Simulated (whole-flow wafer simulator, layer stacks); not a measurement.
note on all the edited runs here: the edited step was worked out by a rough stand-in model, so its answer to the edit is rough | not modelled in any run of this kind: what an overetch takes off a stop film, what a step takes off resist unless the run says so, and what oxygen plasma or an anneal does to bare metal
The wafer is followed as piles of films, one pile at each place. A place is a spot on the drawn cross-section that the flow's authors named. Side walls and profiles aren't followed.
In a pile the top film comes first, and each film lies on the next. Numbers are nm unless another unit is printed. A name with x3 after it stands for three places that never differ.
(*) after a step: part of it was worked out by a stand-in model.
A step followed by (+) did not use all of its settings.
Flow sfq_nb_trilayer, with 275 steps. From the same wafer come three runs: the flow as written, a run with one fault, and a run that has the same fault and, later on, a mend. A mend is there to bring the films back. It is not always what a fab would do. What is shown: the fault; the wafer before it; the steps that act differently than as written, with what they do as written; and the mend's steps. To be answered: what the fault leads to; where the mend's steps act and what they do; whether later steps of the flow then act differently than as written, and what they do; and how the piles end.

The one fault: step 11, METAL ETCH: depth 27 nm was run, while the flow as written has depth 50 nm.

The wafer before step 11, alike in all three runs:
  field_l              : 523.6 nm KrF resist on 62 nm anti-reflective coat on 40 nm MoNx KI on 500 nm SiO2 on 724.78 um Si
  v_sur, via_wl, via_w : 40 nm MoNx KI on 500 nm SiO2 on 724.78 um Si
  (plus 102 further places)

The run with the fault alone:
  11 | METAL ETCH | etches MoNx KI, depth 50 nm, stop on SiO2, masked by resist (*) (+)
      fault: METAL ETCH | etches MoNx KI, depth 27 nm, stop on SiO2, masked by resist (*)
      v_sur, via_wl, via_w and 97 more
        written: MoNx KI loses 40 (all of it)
        fault: MoNx KI loses 27
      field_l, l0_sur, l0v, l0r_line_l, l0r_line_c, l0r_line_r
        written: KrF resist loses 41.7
        fault: KrF resist loses 22.5
  Later steps of the flow acting differently than as written (8 other steps are not shown; they differ only slightly, by no more than 2% or 0.5 nm, whichever is larger):
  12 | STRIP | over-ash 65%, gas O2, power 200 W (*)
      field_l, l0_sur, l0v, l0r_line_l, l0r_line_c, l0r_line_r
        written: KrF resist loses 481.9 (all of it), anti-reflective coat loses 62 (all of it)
        fault: KrF resist loses 501.1 (all of it), anti-reflective coat loses 62 (all of it)
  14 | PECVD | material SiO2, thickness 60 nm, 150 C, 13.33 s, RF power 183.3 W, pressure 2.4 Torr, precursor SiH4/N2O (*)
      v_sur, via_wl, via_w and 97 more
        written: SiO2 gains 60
        fault: SiO2 gains 60 (new film)
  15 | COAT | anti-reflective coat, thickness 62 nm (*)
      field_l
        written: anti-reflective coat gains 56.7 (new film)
        fault: anti-reflective coat gains 58.2 (new film)
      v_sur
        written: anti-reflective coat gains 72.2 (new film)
        fault: anti-reflective coat gains 69 (new film)
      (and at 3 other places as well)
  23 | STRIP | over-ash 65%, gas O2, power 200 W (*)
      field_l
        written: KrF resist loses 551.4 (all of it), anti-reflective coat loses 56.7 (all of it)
        fault: KrF resist loses 554.2 (all of it), anti-reflective coat loses 58.2 (all of it)
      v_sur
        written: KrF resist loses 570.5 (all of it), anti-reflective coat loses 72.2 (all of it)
        fault: KrF resist loses 566.8 (all of it), anti-reflective coat loses 69 (all of it)
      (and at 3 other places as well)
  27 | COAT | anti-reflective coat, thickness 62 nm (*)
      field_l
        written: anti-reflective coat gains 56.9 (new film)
        fault: anti-reflective coat gains 58.4 (new film)
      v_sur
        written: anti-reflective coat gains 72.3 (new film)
        fault: anti-reflective coat gains 68.9 (new film)
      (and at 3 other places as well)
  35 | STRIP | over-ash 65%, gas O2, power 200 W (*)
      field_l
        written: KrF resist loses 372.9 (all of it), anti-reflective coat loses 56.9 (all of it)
        fault: KrF resist loses 376 (all of it), anti-reflective coat loses 58.4 (all of it)
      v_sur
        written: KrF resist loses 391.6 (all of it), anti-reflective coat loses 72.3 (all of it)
        fault: KrF resist loses 388.5 (all of it), anti-reflective coat loses 68.9 (all of it)
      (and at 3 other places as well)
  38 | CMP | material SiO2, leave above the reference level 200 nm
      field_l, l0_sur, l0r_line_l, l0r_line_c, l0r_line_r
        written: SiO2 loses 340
        fault: SiO2 loses 327
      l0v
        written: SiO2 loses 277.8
        fault: SiO2 loses 264.8
  By the end, the piles at v_sur, via_wl, via_w and 97 more depart from the flow's by more than 2% or 0.5 nm, whichever is larger.
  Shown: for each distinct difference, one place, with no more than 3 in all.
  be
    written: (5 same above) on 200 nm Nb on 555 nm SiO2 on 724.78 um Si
    fault: (5 same above) on 200 nm Nb on 55 nm SiO2 on 13 nm MoNx KI on 500 nm SiO2 on 724.78 um Si
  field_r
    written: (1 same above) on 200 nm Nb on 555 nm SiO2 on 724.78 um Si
    fault: (1 same above) on 200 nm Nb on 55 nm SiO2 on 13 nm MoNx KI on 500 nm SiO2 on 724.78 um Si
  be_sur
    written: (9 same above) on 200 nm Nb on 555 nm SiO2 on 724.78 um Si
    fault: (9 same above) on 200 nm Nb on 55 nm SiO2 on 13 nm MoNx KI on 500 nm SiO2 on 724.78 um Si

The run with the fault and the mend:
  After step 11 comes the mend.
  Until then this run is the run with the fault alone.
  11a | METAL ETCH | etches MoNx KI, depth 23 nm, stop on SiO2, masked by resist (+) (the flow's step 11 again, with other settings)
      v_sur, via_wl, via_w and 97 more
        MoNx KI loses 13 (all of it)
      field_l, l0_sur, l0v, l0r_line_l, l0r_line_c, l0r_line_r
        KrF resist loses 16.2
  None of the later steps of the flow differs from how it acts as written, at any place that is followed, by more than 2% or 0.5 nm, whichever is larger.
  By the end, the piles equal the flow's at every place that both follow.
